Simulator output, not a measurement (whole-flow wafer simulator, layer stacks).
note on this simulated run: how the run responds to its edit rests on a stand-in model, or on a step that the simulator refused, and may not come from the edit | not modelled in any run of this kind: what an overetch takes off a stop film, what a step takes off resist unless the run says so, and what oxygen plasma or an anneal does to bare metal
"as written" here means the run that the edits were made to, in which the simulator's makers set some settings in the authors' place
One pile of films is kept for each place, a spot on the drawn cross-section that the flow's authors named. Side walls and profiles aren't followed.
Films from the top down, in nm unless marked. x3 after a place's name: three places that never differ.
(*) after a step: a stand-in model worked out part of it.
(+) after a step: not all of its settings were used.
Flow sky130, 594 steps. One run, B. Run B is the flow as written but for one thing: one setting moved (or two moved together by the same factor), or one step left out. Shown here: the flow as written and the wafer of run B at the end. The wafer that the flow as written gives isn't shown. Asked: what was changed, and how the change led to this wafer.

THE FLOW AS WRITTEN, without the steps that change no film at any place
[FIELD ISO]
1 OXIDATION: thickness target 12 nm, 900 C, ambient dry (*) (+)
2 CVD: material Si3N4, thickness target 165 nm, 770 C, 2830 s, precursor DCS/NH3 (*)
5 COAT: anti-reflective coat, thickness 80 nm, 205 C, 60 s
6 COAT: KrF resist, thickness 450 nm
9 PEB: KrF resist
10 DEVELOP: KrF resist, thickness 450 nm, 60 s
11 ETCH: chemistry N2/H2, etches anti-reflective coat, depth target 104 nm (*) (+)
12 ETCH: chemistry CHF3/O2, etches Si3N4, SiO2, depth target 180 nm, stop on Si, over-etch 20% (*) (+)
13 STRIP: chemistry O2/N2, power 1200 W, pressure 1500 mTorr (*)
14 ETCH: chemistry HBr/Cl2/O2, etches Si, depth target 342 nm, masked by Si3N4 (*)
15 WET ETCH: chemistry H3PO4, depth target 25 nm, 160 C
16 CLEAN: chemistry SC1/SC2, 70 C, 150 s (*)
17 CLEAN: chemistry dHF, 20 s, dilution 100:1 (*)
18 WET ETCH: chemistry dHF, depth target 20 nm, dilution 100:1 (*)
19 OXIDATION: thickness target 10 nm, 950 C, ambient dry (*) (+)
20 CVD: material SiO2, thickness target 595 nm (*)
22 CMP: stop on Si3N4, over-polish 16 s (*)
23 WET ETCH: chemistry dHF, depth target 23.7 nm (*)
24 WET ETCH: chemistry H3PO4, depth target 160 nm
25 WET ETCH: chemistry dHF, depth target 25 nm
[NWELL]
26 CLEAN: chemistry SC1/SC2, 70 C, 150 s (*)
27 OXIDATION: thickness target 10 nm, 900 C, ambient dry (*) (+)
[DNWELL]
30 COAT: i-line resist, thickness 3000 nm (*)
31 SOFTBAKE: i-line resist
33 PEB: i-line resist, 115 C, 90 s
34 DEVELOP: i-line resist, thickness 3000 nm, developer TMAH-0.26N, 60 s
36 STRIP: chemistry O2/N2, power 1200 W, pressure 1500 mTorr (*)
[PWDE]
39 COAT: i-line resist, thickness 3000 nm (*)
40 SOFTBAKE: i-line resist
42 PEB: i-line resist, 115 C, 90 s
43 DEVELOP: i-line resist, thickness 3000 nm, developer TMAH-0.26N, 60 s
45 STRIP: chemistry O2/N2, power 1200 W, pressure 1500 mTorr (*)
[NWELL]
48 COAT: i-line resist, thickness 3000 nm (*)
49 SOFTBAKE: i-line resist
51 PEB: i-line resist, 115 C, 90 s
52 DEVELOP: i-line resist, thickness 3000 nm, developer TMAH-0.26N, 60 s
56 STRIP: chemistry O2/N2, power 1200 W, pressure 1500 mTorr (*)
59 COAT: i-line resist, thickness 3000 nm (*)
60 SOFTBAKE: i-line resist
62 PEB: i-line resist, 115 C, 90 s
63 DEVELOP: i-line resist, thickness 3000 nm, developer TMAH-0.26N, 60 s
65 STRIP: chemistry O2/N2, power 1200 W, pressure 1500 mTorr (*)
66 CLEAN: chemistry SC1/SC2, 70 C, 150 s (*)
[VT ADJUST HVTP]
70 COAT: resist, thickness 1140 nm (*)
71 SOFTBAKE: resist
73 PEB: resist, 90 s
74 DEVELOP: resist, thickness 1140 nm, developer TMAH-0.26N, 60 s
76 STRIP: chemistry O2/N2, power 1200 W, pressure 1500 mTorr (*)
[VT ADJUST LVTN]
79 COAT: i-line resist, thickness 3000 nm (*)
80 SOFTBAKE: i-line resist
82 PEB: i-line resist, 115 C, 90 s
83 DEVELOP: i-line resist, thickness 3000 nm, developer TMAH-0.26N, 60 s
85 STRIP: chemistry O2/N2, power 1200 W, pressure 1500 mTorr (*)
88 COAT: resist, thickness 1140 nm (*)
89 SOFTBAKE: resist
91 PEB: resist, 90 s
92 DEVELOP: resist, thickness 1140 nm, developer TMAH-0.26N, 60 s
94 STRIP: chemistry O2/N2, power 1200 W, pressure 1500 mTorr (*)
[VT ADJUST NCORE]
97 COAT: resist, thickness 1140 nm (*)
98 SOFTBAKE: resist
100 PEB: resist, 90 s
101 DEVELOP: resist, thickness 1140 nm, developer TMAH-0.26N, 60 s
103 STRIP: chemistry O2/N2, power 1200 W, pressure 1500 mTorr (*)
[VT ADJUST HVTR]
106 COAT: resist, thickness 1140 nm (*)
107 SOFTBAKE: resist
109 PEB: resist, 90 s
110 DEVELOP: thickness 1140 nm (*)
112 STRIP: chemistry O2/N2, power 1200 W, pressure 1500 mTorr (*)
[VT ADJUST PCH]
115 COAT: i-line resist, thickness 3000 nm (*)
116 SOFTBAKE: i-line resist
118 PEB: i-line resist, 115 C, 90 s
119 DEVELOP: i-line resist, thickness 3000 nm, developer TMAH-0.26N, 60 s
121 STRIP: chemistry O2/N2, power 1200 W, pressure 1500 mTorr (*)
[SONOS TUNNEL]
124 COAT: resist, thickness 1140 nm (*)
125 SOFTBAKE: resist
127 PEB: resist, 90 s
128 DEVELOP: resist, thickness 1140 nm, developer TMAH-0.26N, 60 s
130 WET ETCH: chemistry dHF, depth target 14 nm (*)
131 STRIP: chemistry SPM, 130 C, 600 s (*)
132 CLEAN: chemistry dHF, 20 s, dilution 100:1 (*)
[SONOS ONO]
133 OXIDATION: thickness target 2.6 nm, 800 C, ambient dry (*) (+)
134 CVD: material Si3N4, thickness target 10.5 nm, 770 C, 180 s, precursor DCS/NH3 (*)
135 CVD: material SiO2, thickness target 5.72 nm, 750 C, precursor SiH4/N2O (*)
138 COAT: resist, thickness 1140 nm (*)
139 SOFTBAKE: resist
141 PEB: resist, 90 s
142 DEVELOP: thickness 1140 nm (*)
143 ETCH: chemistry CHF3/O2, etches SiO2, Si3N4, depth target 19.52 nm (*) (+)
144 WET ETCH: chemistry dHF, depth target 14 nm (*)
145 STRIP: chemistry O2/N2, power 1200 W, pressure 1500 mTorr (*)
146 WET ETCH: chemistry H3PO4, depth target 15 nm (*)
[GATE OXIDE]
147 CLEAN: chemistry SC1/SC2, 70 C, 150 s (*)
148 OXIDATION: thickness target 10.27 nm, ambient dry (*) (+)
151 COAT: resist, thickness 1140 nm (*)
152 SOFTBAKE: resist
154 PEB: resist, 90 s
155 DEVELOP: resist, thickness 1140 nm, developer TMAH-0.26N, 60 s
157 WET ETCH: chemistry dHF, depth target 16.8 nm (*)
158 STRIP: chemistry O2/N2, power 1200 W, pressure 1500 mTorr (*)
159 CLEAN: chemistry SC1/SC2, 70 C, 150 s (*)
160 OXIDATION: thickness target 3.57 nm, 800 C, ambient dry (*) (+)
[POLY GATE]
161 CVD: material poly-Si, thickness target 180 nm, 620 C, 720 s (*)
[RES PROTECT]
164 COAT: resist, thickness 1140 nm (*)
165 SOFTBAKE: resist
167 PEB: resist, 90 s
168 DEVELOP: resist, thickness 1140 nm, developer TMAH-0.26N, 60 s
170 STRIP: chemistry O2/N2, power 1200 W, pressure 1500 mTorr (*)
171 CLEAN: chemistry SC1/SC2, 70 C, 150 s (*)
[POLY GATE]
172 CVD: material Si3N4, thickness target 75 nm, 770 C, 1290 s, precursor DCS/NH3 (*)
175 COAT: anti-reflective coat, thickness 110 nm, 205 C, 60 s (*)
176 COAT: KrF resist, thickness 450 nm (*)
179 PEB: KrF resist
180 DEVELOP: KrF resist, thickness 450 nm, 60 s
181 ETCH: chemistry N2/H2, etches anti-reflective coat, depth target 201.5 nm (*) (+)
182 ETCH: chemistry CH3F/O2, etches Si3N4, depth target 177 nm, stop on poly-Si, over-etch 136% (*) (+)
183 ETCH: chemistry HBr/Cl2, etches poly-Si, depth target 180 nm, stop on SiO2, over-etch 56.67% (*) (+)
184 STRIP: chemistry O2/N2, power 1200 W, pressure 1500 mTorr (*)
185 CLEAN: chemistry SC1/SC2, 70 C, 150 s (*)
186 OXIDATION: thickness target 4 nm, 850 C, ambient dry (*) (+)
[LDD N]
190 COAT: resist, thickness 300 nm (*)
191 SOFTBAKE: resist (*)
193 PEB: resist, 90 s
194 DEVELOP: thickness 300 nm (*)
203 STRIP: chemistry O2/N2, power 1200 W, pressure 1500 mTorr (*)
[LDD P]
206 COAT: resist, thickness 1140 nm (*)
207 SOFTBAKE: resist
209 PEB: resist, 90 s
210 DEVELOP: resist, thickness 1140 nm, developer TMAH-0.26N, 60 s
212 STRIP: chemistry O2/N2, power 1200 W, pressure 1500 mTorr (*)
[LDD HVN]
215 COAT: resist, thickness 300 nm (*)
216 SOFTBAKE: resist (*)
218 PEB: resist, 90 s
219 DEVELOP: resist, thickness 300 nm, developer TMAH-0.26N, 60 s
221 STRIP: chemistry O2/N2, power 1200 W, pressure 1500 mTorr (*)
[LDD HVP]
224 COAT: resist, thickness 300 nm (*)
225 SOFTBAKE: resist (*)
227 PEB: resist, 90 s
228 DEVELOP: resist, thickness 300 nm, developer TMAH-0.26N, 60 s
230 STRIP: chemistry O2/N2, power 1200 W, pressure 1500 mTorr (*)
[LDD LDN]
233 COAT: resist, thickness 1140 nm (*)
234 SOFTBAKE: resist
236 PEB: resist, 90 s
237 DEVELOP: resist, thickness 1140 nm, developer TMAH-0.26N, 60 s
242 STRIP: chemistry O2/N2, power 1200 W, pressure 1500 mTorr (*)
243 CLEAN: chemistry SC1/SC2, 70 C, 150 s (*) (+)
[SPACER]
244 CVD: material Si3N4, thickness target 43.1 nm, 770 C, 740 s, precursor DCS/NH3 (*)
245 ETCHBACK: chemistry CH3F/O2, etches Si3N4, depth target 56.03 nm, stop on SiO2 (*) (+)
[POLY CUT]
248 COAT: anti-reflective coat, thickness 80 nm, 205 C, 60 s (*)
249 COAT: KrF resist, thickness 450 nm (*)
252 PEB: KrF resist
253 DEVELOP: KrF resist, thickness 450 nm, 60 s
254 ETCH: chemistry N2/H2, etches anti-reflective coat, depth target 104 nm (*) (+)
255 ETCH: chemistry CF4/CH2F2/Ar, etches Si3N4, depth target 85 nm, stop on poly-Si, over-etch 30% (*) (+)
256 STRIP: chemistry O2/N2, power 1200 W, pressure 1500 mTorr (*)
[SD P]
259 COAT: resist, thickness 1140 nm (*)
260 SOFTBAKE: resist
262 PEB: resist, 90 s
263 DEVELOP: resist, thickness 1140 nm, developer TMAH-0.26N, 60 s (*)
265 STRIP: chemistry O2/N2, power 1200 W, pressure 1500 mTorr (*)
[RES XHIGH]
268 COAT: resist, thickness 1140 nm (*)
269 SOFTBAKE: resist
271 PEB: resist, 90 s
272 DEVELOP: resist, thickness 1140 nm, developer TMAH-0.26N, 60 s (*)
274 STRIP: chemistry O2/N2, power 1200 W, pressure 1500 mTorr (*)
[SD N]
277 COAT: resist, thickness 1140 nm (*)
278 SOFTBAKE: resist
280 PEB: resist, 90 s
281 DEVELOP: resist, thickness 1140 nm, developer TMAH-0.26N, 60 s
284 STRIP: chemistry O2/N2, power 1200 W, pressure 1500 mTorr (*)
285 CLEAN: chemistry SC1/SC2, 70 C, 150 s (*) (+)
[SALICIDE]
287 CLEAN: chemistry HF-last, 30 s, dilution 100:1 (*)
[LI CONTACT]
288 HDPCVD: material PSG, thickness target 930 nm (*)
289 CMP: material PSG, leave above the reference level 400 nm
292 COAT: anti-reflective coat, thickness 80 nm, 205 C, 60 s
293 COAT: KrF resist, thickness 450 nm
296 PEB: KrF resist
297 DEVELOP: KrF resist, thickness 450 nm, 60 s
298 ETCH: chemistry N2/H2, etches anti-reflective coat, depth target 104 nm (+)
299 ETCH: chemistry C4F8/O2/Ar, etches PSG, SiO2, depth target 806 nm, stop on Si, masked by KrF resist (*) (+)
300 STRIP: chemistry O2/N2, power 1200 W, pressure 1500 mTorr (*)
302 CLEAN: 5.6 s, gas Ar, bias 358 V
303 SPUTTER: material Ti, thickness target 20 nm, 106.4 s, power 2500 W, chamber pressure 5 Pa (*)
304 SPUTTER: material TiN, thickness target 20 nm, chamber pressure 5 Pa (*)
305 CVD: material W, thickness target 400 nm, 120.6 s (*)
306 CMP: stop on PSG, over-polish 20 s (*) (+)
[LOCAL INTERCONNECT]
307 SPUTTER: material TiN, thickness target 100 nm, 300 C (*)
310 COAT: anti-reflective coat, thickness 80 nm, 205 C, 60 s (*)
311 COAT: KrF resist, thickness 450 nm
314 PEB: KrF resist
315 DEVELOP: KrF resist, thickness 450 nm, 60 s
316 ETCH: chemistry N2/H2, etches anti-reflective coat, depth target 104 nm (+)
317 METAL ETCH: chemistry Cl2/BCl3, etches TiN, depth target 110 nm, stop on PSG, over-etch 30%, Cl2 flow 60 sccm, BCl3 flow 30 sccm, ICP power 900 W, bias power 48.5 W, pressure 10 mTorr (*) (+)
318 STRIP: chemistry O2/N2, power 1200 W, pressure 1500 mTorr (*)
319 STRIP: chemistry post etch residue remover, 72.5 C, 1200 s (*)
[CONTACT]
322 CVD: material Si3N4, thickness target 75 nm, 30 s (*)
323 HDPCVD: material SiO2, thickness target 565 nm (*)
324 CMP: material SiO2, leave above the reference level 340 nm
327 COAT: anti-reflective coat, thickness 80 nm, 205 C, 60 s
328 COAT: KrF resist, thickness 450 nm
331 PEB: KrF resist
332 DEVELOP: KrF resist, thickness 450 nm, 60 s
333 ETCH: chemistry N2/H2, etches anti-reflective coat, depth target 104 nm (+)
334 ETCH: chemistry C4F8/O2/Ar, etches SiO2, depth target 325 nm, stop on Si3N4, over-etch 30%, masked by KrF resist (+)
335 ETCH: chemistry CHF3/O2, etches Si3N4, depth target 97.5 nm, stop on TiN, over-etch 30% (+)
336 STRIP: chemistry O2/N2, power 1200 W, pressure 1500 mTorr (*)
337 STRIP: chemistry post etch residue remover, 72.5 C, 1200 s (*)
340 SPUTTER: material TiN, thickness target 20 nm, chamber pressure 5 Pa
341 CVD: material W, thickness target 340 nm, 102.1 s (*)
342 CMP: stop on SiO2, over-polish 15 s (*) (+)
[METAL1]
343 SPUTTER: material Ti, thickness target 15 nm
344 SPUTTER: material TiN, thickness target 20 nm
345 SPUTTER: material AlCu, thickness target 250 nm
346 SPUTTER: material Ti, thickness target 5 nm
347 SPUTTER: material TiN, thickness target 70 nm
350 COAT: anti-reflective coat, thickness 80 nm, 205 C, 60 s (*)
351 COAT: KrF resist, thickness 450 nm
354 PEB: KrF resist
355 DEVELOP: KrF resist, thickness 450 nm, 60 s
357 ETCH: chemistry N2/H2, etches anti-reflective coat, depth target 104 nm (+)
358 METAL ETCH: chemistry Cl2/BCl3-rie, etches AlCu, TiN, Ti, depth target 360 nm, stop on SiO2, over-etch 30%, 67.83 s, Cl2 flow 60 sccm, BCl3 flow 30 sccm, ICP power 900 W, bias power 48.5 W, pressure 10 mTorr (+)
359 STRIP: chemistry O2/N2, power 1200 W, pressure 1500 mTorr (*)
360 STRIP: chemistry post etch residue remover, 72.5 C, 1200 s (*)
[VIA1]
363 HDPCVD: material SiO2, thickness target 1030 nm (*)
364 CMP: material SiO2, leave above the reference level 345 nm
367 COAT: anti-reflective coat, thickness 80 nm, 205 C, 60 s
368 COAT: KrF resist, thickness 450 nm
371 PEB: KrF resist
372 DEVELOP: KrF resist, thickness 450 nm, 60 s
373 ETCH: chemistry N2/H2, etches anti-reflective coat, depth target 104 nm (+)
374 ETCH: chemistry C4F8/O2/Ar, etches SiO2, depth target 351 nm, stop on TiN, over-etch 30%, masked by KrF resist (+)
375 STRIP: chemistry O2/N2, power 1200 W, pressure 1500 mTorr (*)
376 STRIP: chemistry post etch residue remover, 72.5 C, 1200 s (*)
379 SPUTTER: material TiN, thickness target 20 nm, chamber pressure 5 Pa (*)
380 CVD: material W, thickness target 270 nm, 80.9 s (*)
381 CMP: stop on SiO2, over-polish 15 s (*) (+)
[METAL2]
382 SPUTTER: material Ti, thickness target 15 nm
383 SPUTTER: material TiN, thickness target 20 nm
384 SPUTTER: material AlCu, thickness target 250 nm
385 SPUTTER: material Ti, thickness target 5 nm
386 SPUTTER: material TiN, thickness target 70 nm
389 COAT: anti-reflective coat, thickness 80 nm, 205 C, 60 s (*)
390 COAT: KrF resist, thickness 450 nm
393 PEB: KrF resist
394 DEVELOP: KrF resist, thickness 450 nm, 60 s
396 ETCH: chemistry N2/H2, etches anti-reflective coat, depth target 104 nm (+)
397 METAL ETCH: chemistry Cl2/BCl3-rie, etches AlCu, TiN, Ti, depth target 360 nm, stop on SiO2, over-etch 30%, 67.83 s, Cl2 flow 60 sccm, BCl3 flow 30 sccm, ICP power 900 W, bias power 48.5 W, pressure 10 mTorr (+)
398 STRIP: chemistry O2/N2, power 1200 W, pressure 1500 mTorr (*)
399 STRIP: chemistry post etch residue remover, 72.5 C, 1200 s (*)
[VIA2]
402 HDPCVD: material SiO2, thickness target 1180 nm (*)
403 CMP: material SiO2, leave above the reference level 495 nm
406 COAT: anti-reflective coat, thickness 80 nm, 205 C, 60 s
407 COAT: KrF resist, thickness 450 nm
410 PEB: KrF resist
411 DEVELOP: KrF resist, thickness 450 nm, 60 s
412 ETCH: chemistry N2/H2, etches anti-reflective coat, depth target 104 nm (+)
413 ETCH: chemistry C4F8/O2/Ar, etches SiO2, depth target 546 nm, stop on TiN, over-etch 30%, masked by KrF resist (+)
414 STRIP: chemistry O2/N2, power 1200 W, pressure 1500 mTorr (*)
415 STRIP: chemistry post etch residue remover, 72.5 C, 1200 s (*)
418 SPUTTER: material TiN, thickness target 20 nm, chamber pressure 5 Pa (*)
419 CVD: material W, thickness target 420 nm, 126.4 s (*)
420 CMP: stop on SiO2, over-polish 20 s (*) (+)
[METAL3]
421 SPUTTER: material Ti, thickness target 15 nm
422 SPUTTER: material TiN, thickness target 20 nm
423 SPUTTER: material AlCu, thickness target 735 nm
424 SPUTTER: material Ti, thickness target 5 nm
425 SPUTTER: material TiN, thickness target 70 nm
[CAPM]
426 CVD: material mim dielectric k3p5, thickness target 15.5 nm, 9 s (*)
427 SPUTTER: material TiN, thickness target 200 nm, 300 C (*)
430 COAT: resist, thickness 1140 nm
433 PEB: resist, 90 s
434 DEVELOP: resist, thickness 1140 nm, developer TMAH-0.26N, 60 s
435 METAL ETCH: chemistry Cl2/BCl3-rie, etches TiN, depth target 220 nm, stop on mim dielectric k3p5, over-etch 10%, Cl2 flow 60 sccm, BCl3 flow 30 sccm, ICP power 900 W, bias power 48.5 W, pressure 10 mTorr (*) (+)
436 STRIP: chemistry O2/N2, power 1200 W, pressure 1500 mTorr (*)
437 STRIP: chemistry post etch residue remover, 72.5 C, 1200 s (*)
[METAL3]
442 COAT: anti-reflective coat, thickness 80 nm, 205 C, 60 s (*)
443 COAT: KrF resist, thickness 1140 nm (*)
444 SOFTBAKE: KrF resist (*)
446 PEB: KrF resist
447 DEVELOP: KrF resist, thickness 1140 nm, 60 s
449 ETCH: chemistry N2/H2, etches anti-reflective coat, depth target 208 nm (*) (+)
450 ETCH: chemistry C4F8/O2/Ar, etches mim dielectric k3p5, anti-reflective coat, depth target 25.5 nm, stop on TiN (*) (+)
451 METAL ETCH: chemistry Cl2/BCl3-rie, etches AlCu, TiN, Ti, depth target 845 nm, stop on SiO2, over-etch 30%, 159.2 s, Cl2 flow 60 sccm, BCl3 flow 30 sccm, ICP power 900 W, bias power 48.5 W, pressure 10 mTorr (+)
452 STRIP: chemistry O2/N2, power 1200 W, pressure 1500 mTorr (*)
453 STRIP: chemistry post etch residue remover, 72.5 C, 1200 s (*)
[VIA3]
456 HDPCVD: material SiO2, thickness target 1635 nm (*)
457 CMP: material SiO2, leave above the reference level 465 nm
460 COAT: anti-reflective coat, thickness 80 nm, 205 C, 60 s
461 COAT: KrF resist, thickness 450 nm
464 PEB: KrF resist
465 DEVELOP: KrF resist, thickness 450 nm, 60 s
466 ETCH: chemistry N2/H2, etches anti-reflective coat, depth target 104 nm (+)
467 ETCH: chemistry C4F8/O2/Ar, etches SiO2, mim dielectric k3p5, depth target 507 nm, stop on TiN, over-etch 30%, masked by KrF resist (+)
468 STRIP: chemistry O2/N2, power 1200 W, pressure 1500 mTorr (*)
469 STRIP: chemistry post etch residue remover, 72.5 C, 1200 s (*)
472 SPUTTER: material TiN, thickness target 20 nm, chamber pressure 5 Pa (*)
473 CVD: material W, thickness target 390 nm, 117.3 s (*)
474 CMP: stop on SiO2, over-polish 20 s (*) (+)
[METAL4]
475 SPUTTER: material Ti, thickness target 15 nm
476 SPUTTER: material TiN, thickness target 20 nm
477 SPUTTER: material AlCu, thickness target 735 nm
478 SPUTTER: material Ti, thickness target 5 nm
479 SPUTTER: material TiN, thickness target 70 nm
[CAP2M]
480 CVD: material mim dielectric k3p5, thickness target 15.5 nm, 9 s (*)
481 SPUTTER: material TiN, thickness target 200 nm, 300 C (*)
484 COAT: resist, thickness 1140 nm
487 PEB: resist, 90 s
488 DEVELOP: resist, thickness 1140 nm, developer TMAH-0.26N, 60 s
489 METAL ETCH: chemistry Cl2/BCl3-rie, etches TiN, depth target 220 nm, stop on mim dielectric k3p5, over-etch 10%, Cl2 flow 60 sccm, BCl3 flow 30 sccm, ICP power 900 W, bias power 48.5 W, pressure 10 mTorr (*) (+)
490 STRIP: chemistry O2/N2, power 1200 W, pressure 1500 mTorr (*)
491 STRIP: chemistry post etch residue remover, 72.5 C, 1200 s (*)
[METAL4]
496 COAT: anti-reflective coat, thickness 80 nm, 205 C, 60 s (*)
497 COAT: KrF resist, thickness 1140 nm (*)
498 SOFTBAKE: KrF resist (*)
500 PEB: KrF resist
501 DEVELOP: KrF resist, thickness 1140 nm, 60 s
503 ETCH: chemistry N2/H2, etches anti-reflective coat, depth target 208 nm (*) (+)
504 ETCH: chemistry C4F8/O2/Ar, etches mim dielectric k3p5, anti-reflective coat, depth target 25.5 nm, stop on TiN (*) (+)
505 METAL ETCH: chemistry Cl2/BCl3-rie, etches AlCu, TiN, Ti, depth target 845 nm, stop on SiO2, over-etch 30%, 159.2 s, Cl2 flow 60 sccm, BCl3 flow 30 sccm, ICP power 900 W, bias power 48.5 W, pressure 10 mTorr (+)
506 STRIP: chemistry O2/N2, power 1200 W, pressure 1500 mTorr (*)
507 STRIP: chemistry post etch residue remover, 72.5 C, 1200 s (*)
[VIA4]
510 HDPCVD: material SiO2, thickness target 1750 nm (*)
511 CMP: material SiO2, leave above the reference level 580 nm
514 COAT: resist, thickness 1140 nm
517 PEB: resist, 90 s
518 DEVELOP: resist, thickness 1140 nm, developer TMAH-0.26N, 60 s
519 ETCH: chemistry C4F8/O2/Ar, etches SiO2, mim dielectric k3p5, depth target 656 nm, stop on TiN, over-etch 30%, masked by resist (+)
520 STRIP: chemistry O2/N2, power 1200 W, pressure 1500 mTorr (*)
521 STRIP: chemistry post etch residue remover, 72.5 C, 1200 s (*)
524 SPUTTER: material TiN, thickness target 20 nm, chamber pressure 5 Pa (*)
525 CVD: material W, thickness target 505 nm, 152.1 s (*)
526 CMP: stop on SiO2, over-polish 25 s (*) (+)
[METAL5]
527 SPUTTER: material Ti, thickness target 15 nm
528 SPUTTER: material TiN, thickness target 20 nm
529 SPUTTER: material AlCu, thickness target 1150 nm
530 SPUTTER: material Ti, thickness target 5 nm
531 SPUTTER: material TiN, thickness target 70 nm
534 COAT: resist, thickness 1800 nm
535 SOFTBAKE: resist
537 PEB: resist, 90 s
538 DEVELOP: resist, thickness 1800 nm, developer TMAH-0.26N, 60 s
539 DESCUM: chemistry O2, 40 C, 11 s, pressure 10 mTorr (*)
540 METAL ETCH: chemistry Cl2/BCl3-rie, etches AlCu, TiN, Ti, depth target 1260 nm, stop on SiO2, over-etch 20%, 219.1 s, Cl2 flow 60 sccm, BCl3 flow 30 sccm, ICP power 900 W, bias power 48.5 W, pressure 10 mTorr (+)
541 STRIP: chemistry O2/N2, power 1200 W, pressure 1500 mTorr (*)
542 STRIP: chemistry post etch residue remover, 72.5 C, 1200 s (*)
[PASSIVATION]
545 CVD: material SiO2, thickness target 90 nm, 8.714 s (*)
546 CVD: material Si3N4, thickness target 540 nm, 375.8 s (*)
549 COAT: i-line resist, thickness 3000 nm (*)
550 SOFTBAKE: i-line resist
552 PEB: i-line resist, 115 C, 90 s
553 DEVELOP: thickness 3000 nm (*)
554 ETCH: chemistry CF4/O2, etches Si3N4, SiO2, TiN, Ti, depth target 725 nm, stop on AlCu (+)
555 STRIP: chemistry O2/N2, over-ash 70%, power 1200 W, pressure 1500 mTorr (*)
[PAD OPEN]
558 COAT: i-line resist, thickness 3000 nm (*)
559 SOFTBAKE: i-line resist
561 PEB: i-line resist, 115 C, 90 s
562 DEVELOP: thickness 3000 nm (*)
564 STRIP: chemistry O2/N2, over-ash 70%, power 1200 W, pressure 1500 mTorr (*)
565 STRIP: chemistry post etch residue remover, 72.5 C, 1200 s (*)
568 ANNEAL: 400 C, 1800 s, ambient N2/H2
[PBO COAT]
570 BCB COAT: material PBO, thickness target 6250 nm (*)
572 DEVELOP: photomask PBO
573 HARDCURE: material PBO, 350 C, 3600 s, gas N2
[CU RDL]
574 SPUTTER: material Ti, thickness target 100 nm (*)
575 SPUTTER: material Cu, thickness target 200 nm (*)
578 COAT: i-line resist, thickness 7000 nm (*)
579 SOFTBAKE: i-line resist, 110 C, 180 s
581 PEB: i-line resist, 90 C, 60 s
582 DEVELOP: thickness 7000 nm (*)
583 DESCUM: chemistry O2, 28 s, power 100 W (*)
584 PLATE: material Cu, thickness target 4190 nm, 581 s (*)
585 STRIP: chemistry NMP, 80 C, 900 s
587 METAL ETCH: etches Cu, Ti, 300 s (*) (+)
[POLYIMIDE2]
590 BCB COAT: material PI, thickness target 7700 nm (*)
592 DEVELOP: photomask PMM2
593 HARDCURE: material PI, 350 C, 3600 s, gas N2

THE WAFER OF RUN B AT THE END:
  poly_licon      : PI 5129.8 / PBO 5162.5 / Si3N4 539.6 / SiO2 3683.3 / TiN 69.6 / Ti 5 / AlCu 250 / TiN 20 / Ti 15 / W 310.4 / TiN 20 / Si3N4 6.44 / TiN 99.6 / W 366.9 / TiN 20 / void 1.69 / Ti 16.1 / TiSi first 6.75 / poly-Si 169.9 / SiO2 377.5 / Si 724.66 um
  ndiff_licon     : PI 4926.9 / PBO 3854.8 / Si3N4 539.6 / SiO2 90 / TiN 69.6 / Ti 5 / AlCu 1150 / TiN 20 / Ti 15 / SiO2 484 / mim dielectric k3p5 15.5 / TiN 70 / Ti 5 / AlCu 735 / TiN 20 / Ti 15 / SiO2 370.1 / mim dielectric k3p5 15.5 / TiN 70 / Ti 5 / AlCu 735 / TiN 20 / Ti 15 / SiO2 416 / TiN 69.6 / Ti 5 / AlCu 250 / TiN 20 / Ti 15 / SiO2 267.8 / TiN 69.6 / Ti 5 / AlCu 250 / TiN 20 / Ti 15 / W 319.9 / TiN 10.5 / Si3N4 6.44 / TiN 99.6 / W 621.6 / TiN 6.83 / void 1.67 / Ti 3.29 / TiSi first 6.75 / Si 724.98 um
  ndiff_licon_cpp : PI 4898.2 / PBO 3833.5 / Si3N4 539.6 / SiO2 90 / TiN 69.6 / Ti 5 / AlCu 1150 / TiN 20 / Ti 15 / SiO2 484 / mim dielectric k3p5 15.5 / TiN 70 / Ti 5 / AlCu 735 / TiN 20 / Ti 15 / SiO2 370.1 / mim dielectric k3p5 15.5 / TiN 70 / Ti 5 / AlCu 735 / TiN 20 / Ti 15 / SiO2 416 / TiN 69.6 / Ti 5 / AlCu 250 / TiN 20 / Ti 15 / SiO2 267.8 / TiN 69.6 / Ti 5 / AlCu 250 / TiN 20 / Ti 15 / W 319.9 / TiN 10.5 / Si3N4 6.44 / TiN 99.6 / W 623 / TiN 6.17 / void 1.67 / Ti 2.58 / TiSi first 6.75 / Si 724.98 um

The cause: step 335, ETCH: depth target 68.2 nm was run, where the flow has depth target 97.5 nm.

How the change led to this, step by step:
  335 ETCH: chemistry CHF3/O2, etches Si3N4, depth target 97.5 nm, stop on TiN, over-etch 30% (+)
      poly_licon, ndiff_licon, ndiff_licon_cpp, rpo_hd_licon: Si3N4 -68.2 (as written it would be: Si3N4 -75 (all of it))
      field, active, n_well and 184 more: KrF resist -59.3 (as written it would be: KrF resist -84.8)
  336 STRIP: chemistry O2/N2, power 1200 W, pressure 1500 mTorr (*)
      field, active, n_well and 184 more: KrF resist -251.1 (all of it), anti-reflective coat -80 (all of it) (as written it would be: KrF resist -225.6 (all of it), anti-reflective coat -80 (all of it))
  340 SPUTTER: material TiN, thickness target 20 nm, chamber pressure 5 Pa
      ndiff_licon, ndiff_licon_cpp, rpo_hd_licon: TiN +10.5 (new film) (as written it would be: TiN +10.4)
      poly_licon: TiN +20 (new film) (as written it would be: TiN +20)
  342 CMP: stop on SiO2, over-polish 15 s (*) (+)
      poly_licon: W -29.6 (as written it would be: W -22.8)
Counting metal films that touch as one body, poly_licon has 3 bodies (between them, from the top down: Si3N4 6.44; void 1.69); the flow as written gives 2 bodies (between them, from the top down: void 1.69).
Counting metal films that touch as one body, ndiff_licon has 7 bodies (between them, from the top down: SiO2 484 / mim dielectric k3p5 15.5; SiO2 370.1 / mim dielectric k3p5 15.5; SiO2 416; SiO2 267.8; Si3N4 6.44; void 1.67); the flow as written gives 6 bodies (between them, from the top down: SiO2 484 / mim dielectric k3p5 15.5; SiO2 370.1 / mim dielectric k3p5 15.5; SiO2 416; SiO2 267.8; void 1.67).
Counting metal films that touch as one body, ndiff_licon_cpp has 7 bodies (between them, from the top down: SiO2 484 / mim dielectric k3p5 15.5; SiO2 370.1 / mim dielectric k3p5 15.5; SiO2 416; SiO2 267.8; Si3N4 6.44; void 1.67); the flow as written gives 6 bodies (between them, from the top down: SiO2 484 / mim dielectric k3p5 15.5; SiO2 370.1 / mim dielectric k3p5 15.5; SiO2 416; SiO2 267.8; void 1.67).
